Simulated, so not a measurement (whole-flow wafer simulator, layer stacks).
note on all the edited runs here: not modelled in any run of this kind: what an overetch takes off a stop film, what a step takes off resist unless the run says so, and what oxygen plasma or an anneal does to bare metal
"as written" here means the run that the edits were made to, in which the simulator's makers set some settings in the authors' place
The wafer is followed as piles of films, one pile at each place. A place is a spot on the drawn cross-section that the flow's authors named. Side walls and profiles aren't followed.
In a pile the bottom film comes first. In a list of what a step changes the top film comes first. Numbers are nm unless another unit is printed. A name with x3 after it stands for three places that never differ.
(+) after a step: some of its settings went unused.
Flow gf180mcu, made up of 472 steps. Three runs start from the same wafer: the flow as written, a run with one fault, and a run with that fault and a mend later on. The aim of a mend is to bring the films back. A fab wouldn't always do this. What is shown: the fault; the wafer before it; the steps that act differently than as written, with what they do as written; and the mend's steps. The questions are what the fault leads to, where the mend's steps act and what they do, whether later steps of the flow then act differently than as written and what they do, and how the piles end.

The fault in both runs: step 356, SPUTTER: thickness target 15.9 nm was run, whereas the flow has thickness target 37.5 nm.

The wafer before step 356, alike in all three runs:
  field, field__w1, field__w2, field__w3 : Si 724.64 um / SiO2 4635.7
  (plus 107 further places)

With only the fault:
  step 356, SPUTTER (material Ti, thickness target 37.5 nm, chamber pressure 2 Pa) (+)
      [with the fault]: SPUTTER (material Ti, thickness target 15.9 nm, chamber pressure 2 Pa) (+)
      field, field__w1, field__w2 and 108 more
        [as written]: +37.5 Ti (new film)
        [with the fault]: +15.9 Ti (new film)
  Later steps of the flow acting differently than as written:
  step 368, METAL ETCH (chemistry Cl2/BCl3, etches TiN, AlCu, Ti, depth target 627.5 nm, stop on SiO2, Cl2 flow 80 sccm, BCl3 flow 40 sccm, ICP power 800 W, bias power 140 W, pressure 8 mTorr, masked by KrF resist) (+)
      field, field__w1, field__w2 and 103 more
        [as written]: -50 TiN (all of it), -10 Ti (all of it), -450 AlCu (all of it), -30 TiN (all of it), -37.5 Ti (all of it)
        [with the fault]: -50 TiN (all of it), -10 Ti (all of it), -450 AlCu (all of it), -30 TiN (all of it), -15.9 Ti (all of it)
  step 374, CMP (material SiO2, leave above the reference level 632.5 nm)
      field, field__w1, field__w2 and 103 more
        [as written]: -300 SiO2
        [with the fault]: -321.6 SiO2
  The piles end different from the flow's at field__w8, contact, m1, m1__w1, m1_nw by more than 2% or 0.5 nm, whichever is larger.
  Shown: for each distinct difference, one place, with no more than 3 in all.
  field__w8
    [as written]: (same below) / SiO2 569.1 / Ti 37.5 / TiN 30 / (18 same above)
    [with the fault]: (same below) / SiO2 569.1 / Ti 15.9 / TiN 30 / (18 same above)
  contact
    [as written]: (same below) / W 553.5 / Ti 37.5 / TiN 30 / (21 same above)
    [with the fault]: (same below) / W 553.5 / Ti 15.9 / TiN 30 / (21 same above)

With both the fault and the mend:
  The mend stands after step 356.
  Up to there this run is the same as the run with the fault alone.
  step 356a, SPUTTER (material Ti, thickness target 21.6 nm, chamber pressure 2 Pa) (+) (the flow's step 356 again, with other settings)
      field, field__w1, field__w2 and 108 more
        +21.6 Ti
  Later steps of the flow that are run all act as written at every place that is followed.
  By the end, the piles equal the flow's at every place that both follow.
